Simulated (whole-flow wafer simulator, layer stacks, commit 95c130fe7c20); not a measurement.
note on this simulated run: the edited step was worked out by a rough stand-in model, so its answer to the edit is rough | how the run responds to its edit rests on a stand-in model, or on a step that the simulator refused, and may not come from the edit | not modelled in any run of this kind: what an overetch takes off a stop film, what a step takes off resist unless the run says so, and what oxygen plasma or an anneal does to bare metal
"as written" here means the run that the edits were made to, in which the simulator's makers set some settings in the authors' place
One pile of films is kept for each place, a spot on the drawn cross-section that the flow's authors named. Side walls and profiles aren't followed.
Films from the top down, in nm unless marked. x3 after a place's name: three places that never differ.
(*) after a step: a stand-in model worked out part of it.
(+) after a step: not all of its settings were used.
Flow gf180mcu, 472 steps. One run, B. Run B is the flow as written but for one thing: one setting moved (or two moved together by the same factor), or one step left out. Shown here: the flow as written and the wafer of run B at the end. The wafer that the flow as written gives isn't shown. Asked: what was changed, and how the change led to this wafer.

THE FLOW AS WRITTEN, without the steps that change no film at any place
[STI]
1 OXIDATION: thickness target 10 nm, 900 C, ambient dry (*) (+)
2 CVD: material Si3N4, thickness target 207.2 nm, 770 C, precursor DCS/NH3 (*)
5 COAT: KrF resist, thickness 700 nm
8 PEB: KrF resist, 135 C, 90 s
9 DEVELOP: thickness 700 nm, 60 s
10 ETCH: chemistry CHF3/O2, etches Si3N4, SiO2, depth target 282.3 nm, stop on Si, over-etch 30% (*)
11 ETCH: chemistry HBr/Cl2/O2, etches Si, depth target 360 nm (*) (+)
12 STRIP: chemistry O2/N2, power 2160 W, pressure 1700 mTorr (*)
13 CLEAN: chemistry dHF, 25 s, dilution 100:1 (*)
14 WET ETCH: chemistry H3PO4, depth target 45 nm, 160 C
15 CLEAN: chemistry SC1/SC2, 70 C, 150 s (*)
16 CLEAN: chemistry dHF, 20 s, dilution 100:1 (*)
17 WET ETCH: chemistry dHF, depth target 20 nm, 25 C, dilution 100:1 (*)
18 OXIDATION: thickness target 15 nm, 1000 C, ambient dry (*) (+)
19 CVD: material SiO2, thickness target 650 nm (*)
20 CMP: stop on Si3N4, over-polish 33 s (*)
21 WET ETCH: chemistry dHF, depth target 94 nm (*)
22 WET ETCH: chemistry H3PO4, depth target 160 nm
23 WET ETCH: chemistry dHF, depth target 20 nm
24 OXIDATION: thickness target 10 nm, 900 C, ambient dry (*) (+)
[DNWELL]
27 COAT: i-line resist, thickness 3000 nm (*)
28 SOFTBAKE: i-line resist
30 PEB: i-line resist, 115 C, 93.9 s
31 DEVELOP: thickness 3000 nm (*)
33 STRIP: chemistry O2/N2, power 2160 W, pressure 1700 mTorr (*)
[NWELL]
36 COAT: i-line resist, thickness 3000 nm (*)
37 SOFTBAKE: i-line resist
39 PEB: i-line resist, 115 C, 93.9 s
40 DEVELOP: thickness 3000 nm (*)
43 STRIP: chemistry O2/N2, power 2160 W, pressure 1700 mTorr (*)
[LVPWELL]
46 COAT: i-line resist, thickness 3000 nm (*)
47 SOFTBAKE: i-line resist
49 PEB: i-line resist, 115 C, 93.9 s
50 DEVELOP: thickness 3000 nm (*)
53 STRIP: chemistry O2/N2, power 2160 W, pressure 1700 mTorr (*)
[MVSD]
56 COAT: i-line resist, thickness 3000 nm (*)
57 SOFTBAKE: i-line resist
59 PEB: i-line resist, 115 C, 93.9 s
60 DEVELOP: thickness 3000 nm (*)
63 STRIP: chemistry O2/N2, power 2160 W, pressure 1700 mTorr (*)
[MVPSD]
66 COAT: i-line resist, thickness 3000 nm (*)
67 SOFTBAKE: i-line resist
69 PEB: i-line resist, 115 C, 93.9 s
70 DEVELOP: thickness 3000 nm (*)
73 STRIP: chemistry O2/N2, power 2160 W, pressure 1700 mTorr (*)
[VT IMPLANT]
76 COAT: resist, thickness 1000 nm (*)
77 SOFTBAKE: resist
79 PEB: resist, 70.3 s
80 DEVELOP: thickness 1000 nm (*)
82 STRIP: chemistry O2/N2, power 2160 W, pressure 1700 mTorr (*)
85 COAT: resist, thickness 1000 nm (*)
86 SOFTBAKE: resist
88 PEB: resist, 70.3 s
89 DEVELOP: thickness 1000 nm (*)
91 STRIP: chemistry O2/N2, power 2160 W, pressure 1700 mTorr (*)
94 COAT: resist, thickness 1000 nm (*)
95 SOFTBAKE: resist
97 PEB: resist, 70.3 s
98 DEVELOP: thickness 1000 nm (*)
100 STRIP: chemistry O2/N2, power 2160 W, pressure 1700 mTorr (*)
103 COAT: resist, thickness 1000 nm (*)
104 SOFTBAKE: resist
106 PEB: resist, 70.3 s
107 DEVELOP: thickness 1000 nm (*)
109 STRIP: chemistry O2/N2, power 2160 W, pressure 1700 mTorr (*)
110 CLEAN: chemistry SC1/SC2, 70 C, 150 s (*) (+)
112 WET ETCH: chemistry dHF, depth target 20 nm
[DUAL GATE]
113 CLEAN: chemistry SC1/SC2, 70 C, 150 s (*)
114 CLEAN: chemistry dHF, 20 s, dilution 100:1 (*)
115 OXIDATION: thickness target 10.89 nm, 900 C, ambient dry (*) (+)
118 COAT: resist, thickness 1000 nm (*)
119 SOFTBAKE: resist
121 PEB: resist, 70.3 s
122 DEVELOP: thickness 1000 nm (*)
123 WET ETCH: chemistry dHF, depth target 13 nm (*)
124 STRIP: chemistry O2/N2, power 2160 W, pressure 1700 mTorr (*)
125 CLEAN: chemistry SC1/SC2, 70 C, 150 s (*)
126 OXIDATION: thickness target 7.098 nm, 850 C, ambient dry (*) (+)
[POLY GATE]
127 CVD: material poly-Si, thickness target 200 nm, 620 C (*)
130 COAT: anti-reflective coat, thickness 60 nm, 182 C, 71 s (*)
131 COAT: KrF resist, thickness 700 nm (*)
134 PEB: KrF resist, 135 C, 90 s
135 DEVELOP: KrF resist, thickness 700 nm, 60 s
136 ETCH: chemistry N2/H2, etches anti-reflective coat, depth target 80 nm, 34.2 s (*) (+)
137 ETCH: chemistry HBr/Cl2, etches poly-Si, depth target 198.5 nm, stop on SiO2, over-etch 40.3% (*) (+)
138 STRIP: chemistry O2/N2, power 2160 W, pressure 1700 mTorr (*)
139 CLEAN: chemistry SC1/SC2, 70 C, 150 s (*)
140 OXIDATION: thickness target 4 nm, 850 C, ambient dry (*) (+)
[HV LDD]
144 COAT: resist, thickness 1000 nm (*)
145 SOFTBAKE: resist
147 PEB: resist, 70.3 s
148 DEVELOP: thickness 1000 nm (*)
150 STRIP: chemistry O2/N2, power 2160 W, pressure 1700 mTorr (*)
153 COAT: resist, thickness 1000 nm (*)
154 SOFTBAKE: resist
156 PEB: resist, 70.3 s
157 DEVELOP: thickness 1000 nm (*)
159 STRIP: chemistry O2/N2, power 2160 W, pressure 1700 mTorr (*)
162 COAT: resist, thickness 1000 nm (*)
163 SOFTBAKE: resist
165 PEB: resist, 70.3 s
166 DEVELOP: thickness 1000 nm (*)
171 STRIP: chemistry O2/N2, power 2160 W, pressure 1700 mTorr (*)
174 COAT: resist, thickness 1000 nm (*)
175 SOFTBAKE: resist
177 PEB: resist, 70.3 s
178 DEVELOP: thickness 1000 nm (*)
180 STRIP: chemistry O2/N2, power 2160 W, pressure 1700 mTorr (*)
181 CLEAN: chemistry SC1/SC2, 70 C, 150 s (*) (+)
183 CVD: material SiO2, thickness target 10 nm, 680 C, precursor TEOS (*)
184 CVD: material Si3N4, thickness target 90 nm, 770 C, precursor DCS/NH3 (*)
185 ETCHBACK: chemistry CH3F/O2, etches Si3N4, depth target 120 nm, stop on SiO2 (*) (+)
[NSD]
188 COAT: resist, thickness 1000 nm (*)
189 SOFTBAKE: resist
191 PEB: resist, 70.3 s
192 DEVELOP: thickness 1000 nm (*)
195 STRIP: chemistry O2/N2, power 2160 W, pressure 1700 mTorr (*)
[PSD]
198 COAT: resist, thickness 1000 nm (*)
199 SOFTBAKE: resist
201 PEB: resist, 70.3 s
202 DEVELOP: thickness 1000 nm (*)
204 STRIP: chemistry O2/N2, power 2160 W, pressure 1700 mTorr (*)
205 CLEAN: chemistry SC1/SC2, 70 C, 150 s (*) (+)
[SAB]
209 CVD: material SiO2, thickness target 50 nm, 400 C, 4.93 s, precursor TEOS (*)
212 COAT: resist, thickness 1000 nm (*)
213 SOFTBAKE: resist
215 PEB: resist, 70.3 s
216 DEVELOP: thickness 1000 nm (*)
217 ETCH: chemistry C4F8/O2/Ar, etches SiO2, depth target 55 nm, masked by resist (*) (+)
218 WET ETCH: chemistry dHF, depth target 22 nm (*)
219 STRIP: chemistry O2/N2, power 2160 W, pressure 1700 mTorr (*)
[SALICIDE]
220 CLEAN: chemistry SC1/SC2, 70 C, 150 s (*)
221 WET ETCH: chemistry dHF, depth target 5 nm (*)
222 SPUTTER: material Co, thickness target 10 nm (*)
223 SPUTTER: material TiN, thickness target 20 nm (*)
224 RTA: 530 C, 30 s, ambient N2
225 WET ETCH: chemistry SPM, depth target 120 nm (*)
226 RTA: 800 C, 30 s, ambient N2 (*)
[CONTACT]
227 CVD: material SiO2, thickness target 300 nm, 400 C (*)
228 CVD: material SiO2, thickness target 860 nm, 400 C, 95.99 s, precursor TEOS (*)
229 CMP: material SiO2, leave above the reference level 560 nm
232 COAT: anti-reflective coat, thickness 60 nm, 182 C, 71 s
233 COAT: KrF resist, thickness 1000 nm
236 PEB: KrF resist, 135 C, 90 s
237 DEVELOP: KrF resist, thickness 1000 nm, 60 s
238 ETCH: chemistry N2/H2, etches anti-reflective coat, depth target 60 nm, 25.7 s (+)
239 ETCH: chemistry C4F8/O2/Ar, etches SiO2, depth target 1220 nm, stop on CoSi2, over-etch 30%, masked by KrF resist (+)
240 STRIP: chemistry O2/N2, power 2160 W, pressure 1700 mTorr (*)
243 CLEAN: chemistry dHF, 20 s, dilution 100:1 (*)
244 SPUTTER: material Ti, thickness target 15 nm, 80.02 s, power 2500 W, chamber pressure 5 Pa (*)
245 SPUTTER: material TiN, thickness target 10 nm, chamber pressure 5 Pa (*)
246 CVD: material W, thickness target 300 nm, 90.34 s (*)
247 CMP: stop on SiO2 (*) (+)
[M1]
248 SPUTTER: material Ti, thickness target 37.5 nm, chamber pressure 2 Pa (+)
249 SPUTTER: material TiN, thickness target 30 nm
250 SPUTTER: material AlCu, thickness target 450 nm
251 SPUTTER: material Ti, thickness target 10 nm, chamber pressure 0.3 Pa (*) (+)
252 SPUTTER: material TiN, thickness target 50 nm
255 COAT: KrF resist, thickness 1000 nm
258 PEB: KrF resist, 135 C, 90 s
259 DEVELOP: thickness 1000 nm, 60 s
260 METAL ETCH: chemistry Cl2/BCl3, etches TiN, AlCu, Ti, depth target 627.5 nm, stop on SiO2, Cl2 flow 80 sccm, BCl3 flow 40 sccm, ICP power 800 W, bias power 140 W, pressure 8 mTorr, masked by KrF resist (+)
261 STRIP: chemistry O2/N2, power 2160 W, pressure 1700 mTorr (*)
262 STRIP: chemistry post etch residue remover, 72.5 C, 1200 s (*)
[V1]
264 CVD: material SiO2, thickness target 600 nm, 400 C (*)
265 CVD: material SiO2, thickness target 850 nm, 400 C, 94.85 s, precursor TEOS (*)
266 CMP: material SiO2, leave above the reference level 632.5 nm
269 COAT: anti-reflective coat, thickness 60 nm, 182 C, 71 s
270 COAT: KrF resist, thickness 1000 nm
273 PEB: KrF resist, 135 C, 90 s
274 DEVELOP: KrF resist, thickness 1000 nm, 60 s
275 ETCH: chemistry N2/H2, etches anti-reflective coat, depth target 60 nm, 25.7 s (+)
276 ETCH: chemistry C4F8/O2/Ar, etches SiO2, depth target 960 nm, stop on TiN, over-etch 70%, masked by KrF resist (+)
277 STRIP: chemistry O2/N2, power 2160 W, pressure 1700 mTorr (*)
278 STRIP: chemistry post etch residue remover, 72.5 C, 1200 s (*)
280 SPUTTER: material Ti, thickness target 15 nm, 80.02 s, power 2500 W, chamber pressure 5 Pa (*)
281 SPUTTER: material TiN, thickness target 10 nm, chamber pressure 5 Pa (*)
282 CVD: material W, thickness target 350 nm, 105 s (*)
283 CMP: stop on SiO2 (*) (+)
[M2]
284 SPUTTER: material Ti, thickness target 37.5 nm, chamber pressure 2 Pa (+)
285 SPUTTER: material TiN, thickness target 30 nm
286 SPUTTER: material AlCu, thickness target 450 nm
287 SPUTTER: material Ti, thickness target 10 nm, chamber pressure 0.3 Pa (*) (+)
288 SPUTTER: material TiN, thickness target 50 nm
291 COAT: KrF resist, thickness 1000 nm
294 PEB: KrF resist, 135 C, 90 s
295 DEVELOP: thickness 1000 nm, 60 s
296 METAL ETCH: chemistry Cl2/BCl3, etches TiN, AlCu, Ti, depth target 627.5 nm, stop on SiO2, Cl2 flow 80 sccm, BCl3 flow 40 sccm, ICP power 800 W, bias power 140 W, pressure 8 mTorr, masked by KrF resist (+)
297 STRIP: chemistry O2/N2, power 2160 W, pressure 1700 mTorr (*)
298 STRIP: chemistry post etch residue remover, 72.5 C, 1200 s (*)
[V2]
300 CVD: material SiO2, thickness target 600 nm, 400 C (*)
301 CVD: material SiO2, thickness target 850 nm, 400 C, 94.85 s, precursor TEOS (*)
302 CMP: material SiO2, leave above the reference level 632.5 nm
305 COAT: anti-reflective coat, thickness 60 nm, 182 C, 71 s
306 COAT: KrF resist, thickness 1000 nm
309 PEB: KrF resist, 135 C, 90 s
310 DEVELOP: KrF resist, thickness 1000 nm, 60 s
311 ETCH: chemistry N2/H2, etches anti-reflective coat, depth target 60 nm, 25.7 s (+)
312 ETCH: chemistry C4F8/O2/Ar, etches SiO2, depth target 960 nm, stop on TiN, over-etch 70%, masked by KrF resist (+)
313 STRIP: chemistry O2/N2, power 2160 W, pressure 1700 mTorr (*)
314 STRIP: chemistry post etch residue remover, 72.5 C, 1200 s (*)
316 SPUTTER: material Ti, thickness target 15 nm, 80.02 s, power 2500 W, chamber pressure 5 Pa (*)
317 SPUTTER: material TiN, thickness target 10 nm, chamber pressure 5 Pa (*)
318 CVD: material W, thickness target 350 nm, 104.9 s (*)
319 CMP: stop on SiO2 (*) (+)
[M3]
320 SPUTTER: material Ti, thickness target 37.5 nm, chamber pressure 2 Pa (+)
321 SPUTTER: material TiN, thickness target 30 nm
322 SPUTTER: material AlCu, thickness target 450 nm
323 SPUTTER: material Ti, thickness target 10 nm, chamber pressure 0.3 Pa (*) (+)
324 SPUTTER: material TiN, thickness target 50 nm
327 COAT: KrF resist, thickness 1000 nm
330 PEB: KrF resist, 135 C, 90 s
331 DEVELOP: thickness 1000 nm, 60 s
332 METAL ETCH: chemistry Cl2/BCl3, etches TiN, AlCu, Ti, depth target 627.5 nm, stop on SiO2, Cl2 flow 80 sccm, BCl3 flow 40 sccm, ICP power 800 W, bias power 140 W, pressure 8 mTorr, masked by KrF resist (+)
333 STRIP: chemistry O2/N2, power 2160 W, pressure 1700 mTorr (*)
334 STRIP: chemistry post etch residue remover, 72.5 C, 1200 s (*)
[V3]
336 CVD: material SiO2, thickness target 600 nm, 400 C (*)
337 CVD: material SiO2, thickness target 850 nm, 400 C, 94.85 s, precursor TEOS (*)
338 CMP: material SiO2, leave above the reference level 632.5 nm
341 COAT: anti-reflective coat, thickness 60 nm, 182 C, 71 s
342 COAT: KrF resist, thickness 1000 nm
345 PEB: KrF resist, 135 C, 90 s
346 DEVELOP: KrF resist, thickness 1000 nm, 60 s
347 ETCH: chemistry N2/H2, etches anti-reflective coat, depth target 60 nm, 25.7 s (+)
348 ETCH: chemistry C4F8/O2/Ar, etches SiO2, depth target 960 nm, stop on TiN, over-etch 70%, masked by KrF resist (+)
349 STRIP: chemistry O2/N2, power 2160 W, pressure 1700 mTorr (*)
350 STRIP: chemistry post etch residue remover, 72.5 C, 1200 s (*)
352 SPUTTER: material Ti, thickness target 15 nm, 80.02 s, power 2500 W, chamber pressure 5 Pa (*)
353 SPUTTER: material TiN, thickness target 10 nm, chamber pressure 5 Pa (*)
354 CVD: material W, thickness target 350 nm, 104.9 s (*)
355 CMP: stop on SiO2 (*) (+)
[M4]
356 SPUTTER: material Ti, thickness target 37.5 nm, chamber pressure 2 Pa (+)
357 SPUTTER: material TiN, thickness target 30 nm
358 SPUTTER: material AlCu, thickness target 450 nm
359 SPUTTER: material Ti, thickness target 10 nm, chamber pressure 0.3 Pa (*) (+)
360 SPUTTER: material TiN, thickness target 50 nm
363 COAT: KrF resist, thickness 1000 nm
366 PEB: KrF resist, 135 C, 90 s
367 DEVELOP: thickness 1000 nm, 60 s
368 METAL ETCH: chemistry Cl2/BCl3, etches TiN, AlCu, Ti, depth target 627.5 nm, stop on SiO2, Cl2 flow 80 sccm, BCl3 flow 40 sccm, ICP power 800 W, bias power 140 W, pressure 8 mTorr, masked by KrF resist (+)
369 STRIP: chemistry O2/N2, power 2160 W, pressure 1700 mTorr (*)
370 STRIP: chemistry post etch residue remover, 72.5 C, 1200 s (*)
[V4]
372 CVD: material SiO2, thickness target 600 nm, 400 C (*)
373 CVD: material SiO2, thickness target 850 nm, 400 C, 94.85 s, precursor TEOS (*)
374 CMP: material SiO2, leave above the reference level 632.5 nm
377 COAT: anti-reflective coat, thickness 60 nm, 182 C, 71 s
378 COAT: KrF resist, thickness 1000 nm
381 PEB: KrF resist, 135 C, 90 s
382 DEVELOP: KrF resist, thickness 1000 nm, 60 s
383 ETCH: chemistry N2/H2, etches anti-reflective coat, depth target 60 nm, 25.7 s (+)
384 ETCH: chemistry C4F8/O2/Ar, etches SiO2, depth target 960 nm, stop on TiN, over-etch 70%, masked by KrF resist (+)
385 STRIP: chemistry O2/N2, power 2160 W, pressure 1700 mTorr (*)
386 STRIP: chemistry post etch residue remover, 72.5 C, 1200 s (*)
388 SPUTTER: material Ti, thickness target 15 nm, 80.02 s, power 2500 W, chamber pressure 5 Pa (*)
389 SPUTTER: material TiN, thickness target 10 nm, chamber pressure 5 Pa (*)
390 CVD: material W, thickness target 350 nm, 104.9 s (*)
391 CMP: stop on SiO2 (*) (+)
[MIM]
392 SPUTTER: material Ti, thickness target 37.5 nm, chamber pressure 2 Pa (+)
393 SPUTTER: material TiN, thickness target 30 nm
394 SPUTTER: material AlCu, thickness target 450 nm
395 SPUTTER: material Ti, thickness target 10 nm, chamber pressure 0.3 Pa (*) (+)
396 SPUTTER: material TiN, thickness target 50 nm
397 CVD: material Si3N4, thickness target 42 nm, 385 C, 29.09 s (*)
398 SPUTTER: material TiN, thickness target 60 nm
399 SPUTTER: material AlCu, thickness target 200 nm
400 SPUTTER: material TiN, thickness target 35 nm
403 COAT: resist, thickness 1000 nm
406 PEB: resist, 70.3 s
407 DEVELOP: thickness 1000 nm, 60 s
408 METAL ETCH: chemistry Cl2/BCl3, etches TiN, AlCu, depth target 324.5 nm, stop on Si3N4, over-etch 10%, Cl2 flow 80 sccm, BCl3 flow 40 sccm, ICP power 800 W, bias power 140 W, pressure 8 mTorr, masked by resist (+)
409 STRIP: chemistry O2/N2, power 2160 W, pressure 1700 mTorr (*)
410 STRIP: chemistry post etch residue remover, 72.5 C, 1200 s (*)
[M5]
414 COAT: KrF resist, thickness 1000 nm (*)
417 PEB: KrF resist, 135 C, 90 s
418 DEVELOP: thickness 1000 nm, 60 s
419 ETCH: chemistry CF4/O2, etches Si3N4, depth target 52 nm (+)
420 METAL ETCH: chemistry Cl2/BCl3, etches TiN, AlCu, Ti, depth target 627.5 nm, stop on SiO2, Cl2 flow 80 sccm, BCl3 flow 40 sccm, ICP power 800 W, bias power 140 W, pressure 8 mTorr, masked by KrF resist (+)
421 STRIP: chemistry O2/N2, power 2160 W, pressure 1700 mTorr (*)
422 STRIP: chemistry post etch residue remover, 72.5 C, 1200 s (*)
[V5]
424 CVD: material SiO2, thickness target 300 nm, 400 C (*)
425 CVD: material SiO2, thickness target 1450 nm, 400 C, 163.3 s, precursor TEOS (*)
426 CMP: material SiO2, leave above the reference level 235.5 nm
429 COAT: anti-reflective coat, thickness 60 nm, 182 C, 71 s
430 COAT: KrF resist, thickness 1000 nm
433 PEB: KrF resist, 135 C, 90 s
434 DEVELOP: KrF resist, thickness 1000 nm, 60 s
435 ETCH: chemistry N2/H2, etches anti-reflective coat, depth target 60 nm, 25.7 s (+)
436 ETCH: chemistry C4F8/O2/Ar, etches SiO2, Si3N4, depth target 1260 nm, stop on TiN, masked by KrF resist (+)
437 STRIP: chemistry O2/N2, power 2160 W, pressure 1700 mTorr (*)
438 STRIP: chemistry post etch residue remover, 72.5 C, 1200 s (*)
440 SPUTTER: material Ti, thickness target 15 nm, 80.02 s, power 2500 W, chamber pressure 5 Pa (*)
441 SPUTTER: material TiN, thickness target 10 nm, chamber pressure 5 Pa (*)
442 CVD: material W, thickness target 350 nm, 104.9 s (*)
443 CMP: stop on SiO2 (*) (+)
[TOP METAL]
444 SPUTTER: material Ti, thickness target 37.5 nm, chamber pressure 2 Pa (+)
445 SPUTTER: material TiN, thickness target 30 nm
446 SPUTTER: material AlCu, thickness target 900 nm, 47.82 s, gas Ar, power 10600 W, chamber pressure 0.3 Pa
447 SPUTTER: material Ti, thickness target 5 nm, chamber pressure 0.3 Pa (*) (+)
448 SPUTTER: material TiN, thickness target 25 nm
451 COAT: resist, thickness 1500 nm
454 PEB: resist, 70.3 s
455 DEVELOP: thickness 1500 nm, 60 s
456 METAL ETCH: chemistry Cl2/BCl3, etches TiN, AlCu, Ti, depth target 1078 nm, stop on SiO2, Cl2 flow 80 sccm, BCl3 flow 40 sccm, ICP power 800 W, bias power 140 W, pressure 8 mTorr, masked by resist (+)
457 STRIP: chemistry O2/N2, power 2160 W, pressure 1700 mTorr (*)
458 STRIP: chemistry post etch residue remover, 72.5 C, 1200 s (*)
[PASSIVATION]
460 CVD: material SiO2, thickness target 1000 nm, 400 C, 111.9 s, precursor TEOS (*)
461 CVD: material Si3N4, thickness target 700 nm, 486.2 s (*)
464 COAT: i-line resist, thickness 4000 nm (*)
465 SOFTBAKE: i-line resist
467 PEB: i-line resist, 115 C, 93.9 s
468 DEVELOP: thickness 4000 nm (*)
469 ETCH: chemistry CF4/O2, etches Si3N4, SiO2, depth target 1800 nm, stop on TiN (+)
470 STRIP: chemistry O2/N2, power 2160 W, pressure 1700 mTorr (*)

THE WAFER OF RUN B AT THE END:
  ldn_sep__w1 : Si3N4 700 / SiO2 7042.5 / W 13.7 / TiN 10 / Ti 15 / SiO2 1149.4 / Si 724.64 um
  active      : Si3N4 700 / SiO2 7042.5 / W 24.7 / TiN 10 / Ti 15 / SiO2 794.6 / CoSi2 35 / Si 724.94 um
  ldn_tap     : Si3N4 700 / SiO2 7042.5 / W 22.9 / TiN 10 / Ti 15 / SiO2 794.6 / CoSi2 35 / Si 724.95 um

The cause: step 228, CVD: thickness target 490 nm was run, where the flow has thickness target 860 nm; step 228, CVD: 54.72 s was run, where the flow has 95.99 s.

How the change led to this, step by step:
  228 CVD: material SiO2, thickness target 860 nm, 400 C, 95.99 s, precursor TEOS (*)
      field, field__w7, field__w8 and 70 more: SiO2 +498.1 (as written it would be: SiO2 +860)
      field__w3, field__w12: SiO2 +471.2 (as written it would be: SiO2 +807.3)
      (and at 36 more places)
  229 CMP: material SiO2, leave above the reference level 560 nm
      ldn_sep__w1, ldn_sep__w2, ldn_dft and 8 more: nothing (as written it would be: SiO2 -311)
      active, p_well, sd_n, iso_ptap_pw, iso_ntap_nw, iso_ptap_sub, vpnp_e: nothing (as written it would be: SiO2 -299.9)
      (and at 93 more places)
  232 COAT: anti-reflective coat, thickness 60 nm, 182 C, 71 s
      sti, mim_1p0, pad, dice_street: anti-reflective coat +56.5 (new film) (as written it would be: anti-reflective coat +60 (new film))
      field__w8, ld_drift_n: anti-reflective coat +82.6 (new film) (as written it would be: anti-reflective coat +60 (new film))
      (and at 98 more places)
  233 COAT: KrF resist, thickness 1000 nm
      p_well, sti, sd_n, mim_1p0, pad, dice_street: KrF resist +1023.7 (new film) (as written it would be: KrF resist +1000 (new film))
      field: KrF resist +1020.5 (new film) (as written it would be: KrF resist +1000 (new film))
      (and at 16 more places)
  237 DEVELOP: KrF resist, thickness 1000 nm, 60 s
      polyc_n: KrF resist -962 (all of it) (as written it would be: KrF resist -989.5 (all of it))
      polyc_p: KrF resist -962.3 (all of it) (as written it would be: KrF resist -989.5 (all of it))
  238 ETCH: chemistry N2/H2, etches anti-reflective coat, depth target 60 nm, 25.7 s (+)
      polyc_n, polyc_p: anti-reflective coat -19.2 (all of it), SiO2 -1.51 (as written it would be: anti-reflective coat -60 (all of it), SiO2 -0.46)
      contact: anti-reflective coat -74.6 (all of it), SiO2 -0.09 (as written it would be: anti-reflective coat -60 (all of it), SiO2 -0.46)
  239 ETCH: chemistry C4F8/O2/Ar, etches SiO2, depth target 1220 nm, stop on CoSi2, over-etch 30%, masked by KrF resist (+)
      field, field__w1, field__w2 and 105 more: KrF resist -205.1 (as written it would be: KrF resist -223.5)
      contact: SiO2 -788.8 (all of it) (as written it would be: SiO2 -859.5 (all of it))
  240 STRIP: chemistry O2/N2, power 2160 W, pressure 1700 mTorr (*)
      sti, mim_1p0, pad, dice_street: KrF resist -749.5 (all of it), anti-reflective coat -56.5 (all of it) (as written it would be: KrF resist -707.7 (all of it), anti-reflective coat -60 (all of it))
      p_well, sd_n: KrF resist -749.5 (all of it), anti-reflective coat -53.3 (all of it) (as written it would be: KrF resist -707.7 (all of it), anti-reflective coat -60 (all of it))
      (and at 102 more places)
  244 SPUTTER: material Ti, thickness target 15 nm, 80.02 s, power 2500 W, chamber pressure 5 Pa (*)
      field__w3, ld_drift_n: Ti +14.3 (new film) (as written it would be: Ti +15 (new film))
      field__w12: Ti +14.1 (new film) (as written it would be: Ti +15 (new film))
      (and at 1 more place)
  245 SPUTTER: material TiN, thickness target 10 nm, chamber pressure 5 Pa (*)
      field__w12: TiN +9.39 (new film) (as written it would be: TiN +10 (new film))
      ld_drift_p: TiN +9.24 (new film) (as written it would be: TiN +10 (new film))
  246 CVD: material W, thickness target 300 nm, 90.34 s (*)
      contact: W +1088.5 (new film) (as written it would be: W +1167.5 (new film))
  247 CMP: stop on SiO2 (*) (+)
      gate, gate_hv, spacer and 25 more: W -300 (all of it), TiN -10 (all of it), Ti -15 (all of it) (as written it would be: W -300 (all of it), TiN -10 (all of it), Ti -15 (all of it), SiO2 -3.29)
      ldn_sep__w1, ldn_sep__w2, ldn_dft and 8 more: W -274.1 (as written it would be: W -300 (all of it), TiN -10 (all of it), Ti -15 (all of it), SiO2 -3.29)
      (and at 70 more places)
  248 SPUTTER: material Ti, thickness target 37.5 nm, chamber pressure 2 Pa (+)
      field__w5, field__w9, n_well, nw_enc_fld_lv__w1, nw_enc_fld_lv__w4: Ti +37.5 (as written it would be: Ti +37.5 (new film))
  260 METAL ETCH: chemistry Cl2/BCl3, etches TiN, AlCu, Ti, depth target 627.5 nm, stop on SiO2, Cl2 flow 80 sccm, BCl3 flow 40 sccm, ICP power 800 W, bias power 140 W, pressure 8 mTorr, masked by KrF resist (+)
      field, field__w1, field__w2 and 65 more: TiN -50 (all of it), Ti -10 (all of it), AlCu -450 (all of it), TiN -30 (all of it), Ti -37.5 (all of it), W -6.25 (as written it would be: TiN -50 (all of it), Ti -10 (all of it), AlCu -450 (all of it), TiN -30 (all of it), Ti -37.5 (all of it))
      field__w13: TiN -50 (all of it), Ti -10 (all of it), AlCu -450 (all of it), TiN -30 (all of it), Ti -37.5 (all of it), W -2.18 (all of it), TiN -10 (all of it), Ti -15 (all of it), SiO2 -1.52 (as written it would be: TiN -50 (all of it), Ti -10 (all of it), AlCu -450 (all of it), TiN -30 (all of it), Ti -37.5 (all of it))
      (and at 7 more places)
  262 STRIP: chemistry post etch residue remover, 72.5 C, 1200 s (*)
      field, field__w1, field__w2 and 65 more: W -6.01 (as written it would be: nothing)
  264 CVD: material SiO2, thickness target 600 nm, 400 C (*)
      field, field__w1, field__w2 and 65 more: SiO2 +600 (new film) (as written it would be: SiO2 +600)
  266 CMP: material SiO2, leave above the reference level 632.5 nm
      field, field__w1, field__w2 and 65 more: SiO2 -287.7 (as written it would be: SiO2 -300)
      nw_enc_fld_lv__w1, nw_enc_fld_lv__w4: SiO2 -285.1 (as written it would be: SiO2 -300)
      (and at 6 more places)
Counting metal films that touch as one body, ldn_sep__w1 has 1 body; the flow as written gives 0 bodies.
Counting metal films that touch as one body, active has 2 bodies (between them, from the top down: SiO2 794.6); the flow as written gives 1 body.
Counting metal films that touch as one body, ldn_tap has 2 bodies (between them, from the top down: SiO2 794.6); the flow as written gives 1 body.
